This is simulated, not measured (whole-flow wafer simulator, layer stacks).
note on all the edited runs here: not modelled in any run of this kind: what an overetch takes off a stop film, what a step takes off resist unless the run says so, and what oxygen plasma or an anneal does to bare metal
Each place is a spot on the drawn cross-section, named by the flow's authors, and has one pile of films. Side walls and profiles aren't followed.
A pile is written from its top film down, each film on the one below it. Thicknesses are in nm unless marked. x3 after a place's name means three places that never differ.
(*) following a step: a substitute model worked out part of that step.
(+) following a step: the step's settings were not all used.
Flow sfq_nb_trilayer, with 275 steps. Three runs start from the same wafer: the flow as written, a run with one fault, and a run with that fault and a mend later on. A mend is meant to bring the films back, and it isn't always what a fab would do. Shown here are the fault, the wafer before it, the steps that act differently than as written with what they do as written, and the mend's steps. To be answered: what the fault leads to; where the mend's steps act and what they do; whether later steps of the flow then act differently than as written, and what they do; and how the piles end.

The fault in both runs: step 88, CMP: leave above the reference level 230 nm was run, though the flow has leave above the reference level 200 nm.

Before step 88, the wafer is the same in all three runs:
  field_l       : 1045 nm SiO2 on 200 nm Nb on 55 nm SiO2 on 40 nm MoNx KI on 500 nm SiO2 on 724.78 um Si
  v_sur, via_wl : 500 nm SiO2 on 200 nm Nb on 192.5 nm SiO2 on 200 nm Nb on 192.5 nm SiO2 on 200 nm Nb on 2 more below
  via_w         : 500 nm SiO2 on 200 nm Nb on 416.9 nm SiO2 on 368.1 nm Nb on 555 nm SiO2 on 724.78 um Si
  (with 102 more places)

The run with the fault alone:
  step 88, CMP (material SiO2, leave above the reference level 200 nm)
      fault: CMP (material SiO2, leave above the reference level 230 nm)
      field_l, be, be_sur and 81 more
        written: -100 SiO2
        fault: -70 SiO2
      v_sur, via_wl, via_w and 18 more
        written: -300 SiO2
        fault: -270 SiO2
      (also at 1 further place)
  Steps further on in the flow that do not act as written (3 other steps are not shown; they differ only slightly, by no more than 2% or 0.5 nm, whichever is larger):
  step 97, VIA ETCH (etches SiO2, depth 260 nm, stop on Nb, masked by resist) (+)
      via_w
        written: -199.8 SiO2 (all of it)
        fault: -229.8 SiO2 (all of it)
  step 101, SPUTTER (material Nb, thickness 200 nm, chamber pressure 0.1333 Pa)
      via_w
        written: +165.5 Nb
        fault: +159.1 Nb
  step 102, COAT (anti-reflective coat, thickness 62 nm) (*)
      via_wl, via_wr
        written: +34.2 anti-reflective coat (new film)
        fault: +33.3 anti-reflective coat (new film)
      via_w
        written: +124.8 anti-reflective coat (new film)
        fault: +131.2 anti-reflective coat (new film)
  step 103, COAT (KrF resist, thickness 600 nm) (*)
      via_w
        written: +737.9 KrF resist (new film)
        fault: +762.9 KrF resist (new film)
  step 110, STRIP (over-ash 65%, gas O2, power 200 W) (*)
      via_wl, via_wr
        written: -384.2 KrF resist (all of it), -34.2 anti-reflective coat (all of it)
        fault: -381.2 KrF resist (all of it), -33.3 anti-reflective coat (all of it)
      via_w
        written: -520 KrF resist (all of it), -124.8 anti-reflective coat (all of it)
        fault: -544.9 KrF resist (all of it), -131.2 anti-reflective coat (all of it)
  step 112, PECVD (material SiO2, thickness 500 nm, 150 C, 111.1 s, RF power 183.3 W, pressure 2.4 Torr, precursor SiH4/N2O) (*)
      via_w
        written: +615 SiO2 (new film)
        fault: +651.5 SiO2 (new film)
  At v_sur, via_wl, via_w and 36 more, the piles at the end differ from the flow's by more than 2% or 0.5 nm, whichever is larger.
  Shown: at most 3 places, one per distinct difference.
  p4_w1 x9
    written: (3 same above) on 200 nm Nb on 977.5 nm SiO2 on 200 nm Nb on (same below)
    fault: (3 same above) on 200 nm Nb on 1007.5 nm SiO2 on 200 nm Nb on (same below)
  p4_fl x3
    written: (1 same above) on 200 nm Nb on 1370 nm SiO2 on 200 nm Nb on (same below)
    fault: (1 same above) on 200 nm Nb on 1400 nm SiO2 on 200 nm Nb on (same below)
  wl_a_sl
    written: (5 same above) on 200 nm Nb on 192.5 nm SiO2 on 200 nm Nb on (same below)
    fault: (5 same above) on 200 nm Nb on 222.5 nm SiO2 on 200 nm Nb on (same below)

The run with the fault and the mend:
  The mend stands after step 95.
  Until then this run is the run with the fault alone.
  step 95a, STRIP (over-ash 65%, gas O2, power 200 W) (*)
      field_l, v_sur, via_wl and 102 more
        -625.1 KrF resist (all of it), -62 anti-reflective coat (all of it)
      via_w
        -62 anti-reflective coat (all of it)
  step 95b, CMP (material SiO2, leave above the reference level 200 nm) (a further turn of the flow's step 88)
      field_l, v_sur, via_wl and 103 more
        -30 SiO2
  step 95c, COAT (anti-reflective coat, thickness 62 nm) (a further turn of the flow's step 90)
      field_l, v_sur, via_wl and 103 more
        +62 anti-reflective coat (new film)
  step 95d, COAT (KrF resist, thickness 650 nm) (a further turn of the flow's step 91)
      field_l, v_sur, via_wl and 103 more
        +650 KrF resist (new film)
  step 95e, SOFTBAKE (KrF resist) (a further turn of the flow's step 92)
      does not change any film at any place that is followed
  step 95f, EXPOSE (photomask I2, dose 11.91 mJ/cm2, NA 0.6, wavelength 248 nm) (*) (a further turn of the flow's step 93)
      does not change any film at any place that is followed
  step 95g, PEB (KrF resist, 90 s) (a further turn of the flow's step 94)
      field_l, v_sur, via_wl and 103 more
        -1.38 KrF resist
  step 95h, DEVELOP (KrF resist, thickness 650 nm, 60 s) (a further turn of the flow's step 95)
      field_l, v_sur, via_wl and 102 more
        -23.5 KrF resist
      via_w
        -648.6 KrF resist (all of it)
  None of the later steps of the flow acts differently than as written at any place that is followed.
  The piles end the same as the flow's at every place that both follow.
